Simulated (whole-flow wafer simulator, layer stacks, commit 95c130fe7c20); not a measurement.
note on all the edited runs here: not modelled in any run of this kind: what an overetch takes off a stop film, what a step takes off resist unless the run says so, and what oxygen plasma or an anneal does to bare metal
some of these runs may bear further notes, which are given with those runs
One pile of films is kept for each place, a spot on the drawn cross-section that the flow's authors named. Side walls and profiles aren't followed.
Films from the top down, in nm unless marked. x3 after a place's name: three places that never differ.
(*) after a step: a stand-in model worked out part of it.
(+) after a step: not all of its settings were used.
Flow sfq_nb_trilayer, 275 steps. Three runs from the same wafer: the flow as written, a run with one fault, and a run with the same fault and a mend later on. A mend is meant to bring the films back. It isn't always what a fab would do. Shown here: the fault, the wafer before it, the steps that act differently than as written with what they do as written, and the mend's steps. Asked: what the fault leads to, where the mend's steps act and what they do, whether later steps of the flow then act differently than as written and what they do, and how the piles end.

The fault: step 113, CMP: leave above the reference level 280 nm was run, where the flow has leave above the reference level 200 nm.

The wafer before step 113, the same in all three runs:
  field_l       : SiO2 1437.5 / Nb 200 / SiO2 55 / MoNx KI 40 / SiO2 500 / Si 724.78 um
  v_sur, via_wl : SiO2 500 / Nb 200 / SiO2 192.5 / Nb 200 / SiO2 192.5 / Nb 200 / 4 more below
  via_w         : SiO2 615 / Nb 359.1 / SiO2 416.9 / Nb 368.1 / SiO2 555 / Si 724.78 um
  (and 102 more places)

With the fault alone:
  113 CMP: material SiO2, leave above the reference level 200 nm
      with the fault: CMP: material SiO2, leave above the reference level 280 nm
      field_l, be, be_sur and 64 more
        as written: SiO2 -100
        with the fault: SiO2 -20
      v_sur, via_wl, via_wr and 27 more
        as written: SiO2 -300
        with the fault: SiO2 -220
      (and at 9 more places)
  Later steps of the flow that act differently than as written (4 more steps differ only slightly, by at most 2% or 0.5 nm, whichever is larger, and aren't shown):
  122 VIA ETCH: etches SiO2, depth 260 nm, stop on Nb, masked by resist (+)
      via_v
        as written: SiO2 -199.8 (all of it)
        with the fault: SiO2 -260
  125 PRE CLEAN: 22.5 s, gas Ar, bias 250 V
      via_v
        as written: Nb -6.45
        with the fault: SiO2 -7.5
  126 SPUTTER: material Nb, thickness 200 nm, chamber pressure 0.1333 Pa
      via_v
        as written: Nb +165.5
        with the fault: Nb +152.6 (new film)
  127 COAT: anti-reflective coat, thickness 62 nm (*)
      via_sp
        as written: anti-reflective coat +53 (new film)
        with the fault: anti-reflective coat +50.1 (new film)
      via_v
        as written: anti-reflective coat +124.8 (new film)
        with the fault: anti-reflective coat +128.6 (new film)
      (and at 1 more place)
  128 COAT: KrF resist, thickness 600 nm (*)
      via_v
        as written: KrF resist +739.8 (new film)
        with the fault: KrF resist +797.5 (new film)
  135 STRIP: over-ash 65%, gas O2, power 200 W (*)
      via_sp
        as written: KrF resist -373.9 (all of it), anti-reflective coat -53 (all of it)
        with the fault: KrF resist -369.8 (all of it), anti-reflective coat -50.1 (all of it)
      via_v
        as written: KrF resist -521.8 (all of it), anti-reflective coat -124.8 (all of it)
        with the fault: KrF resist -579.3 (all of it), anti-reflective coat -128.6 (all of it)
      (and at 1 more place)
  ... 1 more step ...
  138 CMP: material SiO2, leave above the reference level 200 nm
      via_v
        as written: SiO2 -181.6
        with the fault: SiO2 -157.1
  At the end the piles differ from the flow's by more than 2% or 0.5 nm, whichever is larger, at field_l, v_sur, via_wl and 103 more.
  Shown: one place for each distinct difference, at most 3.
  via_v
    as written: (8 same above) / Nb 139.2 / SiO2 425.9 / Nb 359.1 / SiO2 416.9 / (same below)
    with the fault: (8 same above) / Nb 139.2 / SiO2 500.1 / Nb 152.6 / SiO2 12.3 / Nb 200 / SiO2 416.9 / (same below)
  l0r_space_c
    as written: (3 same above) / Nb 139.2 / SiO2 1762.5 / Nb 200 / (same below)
    with the fault: (3 same above) / Nb 139.2 / SiO2 1842.5 / Nb 200 / (same below)
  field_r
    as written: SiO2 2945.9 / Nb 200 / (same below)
    with the fault: SiO2 3025.9 / Nb 200 / (same below)

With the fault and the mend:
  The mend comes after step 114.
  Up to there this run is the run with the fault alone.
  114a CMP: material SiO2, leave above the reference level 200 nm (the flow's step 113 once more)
      field_l, v_sur, via_wl and 103 more
        SiO2 -80
  No later step of the flow acts differently than as written at any place that is followed.
  At the end the piles are the same as the flow's at every place that both follow.
